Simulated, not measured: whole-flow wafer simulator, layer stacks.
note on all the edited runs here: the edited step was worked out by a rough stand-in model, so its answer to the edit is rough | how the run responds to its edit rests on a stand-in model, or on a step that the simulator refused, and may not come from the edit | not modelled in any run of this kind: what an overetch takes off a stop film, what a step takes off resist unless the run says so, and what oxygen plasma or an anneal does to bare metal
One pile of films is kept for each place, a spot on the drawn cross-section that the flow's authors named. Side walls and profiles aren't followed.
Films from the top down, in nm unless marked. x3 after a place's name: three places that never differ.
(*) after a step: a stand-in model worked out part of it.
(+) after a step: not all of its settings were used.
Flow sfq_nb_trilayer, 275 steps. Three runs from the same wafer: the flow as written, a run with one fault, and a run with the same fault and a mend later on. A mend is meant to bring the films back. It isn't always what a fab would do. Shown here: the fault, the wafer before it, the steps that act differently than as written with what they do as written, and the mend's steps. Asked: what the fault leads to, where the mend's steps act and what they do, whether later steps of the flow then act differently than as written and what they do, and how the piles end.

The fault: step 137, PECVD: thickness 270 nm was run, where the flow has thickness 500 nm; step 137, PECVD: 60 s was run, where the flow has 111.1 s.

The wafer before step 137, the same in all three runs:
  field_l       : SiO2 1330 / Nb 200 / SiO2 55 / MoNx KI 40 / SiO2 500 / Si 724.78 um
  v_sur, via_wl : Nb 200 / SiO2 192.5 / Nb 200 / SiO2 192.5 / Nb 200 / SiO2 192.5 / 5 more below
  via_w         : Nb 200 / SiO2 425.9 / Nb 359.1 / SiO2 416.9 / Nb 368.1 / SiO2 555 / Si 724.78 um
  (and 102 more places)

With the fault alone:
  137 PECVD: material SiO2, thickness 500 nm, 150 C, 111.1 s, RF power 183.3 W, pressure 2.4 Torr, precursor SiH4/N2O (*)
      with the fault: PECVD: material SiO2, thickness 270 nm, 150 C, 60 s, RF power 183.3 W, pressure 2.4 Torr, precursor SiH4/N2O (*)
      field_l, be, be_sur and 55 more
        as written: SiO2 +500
        with the fault: SiO2 +270
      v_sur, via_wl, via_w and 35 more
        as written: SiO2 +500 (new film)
        with the fault: SiO2 +270 (new film)
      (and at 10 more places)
  Later steps of the flow that act differently than as written (18 more steps differ only slightly, by at most 2% or 0.5 nm, whichever is larger, and aren't shown):
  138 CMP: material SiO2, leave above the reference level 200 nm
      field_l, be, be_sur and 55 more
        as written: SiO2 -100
        with the fault: nothing
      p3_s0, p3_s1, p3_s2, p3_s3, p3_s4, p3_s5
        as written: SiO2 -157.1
        with the fault: nothing
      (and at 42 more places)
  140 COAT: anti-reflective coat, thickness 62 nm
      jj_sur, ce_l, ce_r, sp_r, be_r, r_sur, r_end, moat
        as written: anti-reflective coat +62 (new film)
        with the fault: anti-reflective coat +64 (new film)
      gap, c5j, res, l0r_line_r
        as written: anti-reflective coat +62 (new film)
        with the fault: anti-reflective coat +64.1 (new film)
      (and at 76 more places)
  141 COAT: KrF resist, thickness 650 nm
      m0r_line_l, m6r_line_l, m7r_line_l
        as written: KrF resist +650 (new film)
        with the fault: KrF resist +675.9 (new film)
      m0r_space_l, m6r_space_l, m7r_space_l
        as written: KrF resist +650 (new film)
        with the fault: KrF resist +665.9 (new film)
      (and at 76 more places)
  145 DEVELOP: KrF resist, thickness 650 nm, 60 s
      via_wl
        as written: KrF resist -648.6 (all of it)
        with the fault: KrF resist -596.9 (all of it)
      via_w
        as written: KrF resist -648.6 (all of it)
        with the fault: KrF resist -603.1 (all of it)
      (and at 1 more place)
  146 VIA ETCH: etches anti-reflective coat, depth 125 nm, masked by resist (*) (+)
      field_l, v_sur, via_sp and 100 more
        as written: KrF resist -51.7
        with the fault: KrF resist -43.3
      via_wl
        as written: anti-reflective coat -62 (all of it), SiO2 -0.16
        with the fault: anti-reflective coat -51.8 (all of it), SiO2 -0.13
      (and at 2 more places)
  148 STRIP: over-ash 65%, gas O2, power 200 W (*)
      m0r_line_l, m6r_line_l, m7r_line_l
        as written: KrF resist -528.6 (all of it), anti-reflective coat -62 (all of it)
        with the fault: KrF resist -562.9 (all of it), anti-reflective coat -62.8 (all of it)
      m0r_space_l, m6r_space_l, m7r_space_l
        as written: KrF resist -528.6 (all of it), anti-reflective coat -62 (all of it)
        with the fault: KrF resist -552.9 (all of it), anti-reflective coat -78.8 (all of it)
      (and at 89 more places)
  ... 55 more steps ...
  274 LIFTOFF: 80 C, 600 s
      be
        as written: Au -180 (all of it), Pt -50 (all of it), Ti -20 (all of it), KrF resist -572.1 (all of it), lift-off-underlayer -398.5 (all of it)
        with the fault: Au -180 (all of it), Pt -50 (all of it), Ti -20 (all of it), KrF resist -613 (all of it), lift-off-underlayer -711.6 (all of it)
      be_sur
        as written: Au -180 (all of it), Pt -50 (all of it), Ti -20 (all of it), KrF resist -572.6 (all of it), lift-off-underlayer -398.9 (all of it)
        with the fault: Au -180 (all of it), Pt -50 (all of it), Ti -20 (all of it), KrF resist -587 (all of it), lift-off-underlayer -366.9 (all of it)
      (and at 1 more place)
  At the end the piles differ from the flow's by more than 2% or 0.5 nm, whichever is larger, at via_v, be, be_sur and 38 more.
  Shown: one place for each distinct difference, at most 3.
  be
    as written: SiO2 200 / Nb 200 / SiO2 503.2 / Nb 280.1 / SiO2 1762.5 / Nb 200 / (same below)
    with the fault: SiO2 315.1 / Nb 120.4 / SiO2 210 / Nb 126.9 / Al2O3 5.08 / Nb2O5 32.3 / Nb 128.5 / SiO2 1632.5 / Nb 200 / (same below)
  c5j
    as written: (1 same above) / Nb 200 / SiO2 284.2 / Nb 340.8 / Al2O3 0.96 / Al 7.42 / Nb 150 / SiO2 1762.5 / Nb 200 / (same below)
    with the fault: (1 same above) / Nb 200 / SiO2 293.3 / Nb 183.3 / SiO2 108.4 / Nb 170 / Al2O3 0.96 / Al 7.42 / Nb 150 / SiO2 1632.5 / Nb 200 / (same below)
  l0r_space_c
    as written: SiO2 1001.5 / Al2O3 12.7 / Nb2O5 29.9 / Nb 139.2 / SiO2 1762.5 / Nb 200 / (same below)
    with the fault: SiO2 1131.5 / Al2O3 12.7 / Nb2O5 29.9 / Nb 139.2 / SiO2 1632.5 / Nb 200 / (same below)

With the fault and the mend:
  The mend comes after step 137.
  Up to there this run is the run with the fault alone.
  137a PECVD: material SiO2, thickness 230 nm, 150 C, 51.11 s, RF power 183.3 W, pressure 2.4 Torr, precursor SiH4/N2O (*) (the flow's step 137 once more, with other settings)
      field_l, v_sur, via_wl and 99 more
        SiO2 +230
      lsp_r, l0_sur, l0v
        SiO2 +226.5
      via_v
        SiO2 +262.8
  Later steps of the flow that act differently than as written:
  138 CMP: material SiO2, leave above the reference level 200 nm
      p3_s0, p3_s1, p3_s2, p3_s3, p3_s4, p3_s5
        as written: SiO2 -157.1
        with the mend: SiO2 -100
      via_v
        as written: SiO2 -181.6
        with the mend: SiO2 -60.5
  At the end the piles are the same as the flow's at every place that both follow.
